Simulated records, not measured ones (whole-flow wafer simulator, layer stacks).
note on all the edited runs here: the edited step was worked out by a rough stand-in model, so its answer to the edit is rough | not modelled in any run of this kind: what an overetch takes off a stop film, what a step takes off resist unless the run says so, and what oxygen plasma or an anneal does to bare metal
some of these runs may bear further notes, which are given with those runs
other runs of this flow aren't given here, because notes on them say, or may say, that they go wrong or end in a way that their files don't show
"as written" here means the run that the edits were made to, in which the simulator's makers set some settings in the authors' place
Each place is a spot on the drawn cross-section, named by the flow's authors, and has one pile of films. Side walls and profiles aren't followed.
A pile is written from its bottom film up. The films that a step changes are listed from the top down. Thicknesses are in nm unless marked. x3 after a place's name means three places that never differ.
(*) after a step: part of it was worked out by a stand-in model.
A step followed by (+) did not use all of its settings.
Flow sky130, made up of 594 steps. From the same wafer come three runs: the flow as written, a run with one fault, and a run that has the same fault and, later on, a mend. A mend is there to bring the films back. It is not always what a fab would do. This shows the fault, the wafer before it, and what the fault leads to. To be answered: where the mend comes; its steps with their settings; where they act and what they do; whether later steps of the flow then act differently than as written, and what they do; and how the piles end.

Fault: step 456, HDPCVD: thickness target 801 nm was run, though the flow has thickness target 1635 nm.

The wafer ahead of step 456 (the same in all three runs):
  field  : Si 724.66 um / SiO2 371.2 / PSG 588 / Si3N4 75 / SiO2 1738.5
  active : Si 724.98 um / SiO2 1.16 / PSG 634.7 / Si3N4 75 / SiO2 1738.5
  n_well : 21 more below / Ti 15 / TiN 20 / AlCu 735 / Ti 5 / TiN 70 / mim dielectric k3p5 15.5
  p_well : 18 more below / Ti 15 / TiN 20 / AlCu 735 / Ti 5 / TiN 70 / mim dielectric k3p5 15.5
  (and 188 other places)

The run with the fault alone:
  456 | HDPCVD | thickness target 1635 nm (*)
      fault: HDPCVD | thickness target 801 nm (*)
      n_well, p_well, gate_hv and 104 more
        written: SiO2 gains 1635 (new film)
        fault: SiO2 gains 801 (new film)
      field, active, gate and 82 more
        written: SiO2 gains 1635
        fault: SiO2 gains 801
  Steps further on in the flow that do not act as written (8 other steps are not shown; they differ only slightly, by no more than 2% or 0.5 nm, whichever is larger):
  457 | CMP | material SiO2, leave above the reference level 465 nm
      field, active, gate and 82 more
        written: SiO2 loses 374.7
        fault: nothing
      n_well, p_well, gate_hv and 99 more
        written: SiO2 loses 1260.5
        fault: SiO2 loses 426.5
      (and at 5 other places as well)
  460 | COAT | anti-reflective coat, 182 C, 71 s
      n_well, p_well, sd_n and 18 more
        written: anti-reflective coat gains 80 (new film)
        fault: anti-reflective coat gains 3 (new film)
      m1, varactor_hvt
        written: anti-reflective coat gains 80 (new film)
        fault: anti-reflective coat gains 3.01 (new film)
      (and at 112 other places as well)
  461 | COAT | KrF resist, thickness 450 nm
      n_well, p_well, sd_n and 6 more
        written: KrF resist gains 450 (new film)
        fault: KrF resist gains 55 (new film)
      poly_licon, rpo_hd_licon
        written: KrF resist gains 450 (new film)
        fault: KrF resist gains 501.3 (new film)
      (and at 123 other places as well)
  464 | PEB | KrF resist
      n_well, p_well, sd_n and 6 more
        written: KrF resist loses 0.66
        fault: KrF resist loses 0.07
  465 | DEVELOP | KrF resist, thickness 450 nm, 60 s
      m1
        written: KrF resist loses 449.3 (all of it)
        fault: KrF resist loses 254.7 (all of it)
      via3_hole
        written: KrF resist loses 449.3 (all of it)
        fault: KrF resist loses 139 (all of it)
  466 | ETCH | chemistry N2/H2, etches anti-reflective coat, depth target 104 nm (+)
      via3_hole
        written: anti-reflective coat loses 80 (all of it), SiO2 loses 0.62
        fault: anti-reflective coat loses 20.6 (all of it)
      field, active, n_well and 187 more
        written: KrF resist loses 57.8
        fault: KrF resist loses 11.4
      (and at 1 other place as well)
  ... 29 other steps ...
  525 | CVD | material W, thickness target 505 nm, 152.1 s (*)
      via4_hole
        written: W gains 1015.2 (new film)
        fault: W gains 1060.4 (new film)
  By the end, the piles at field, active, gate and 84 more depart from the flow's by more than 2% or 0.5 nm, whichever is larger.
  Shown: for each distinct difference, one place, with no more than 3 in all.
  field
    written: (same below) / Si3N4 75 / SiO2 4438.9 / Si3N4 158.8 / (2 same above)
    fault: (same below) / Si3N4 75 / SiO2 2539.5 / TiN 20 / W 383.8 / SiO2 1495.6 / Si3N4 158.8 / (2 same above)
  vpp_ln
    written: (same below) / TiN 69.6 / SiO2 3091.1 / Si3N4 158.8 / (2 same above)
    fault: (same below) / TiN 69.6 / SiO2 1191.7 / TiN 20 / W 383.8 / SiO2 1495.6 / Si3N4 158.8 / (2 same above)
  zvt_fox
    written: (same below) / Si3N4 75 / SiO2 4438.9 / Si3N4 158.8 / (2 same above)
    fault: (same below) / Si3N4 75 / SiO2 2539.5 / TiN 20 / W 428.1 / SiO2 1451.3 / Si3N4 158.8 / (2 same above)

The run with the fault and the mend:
  The mend follows step 456.
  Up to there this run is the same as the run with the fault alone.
  456a | HDPCVD | thickness target 834 nm (*) (a further turn of the flow's step 456, with different settings)
      field, active, n_well and 189 more
        SiO2 gains 834
  Every later step of the flow that is run acts as written at every place that is followed.
  By the end, the piles equal the flow's at every place that both follow.
